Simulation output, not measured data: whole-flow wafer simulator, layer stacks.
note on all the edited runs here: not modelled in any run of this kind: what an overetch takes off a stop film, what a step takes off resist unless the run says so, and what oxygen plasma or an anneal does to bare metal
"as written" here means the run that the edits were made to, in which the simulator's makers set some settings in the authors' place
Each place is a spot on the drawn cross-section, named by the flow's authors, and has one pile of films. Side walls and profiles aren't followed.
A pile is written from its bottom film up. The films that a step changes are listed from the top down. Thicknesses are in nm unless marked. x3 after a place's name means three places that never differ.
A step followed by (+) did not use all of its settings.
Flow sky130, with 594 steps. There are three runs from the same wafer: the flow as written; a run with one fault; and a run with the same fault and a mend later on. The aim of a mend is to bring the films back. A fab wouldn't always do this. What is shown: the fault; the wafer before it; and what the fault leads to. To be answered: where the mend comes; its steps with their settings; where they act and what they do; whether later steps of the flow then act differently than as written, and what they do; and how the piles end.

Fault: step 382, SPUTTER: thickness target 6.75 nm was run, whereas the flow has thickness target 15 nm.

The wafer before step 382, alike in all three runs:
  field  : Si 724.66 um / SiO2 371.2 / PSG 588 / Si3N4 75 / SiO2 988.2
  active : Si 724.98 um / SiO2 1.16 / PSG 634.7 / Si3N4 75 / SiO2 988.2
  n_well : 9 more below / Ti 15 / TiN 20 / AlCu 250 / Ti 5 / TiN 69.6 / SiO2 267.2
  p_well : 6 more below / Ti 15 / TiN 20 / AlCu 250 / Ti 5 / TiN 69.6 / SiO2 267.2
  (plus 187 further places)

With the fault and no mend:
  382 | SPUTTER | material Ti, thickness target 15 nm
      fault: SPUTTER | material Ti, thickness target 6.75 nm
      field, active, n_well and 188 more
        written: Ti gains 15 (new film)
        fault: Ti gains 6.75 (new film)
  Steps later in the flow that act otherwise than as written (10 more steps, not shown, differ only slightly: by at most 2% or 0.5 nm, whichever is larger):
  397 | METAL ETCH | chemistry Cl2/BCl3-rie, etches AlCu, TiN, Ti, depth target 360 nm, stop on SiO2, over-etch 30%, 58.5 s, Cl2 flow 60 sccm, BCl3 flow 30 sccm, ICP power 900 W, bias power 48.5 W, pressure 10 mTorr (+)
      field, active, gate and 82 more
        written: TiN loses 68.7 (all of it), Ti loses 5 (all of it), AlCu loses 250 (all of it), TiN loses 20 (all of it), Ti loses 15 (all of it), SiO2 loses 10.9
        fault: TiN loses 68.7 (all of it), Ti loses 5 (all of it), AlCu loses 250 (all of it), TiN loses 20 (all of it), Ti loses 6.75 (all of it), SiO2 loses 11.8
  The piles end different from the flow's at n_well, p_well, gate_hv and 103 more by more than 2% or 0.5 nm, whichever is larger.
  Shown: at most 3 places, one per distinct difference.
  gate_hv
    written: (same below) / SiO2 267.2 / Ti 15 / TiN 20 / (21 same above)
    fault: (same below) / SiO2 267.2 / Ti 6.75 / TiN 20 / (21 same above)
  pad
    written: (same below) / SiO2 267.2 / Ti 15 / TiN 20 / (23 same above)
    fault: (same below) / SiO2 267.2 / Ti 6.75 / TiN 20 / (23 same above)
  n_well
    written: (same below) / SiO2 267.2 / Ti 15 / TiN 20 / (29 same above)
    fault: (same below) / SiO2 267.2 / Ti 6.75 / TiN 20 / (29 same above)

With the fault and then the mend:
  After step 382 comes the mend.
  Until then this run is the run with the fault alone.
  382a | SPUTTER | material Ti, thickness target 8.25 nm (the flow's step 382, run once more with other settings)
      field, active, n_well and 188 more
        Ti gains 8.25
  None of the later steps of the flow acts differently than as written at any place that is followed.
  The piles end the same as the flow's at every place that both follow.
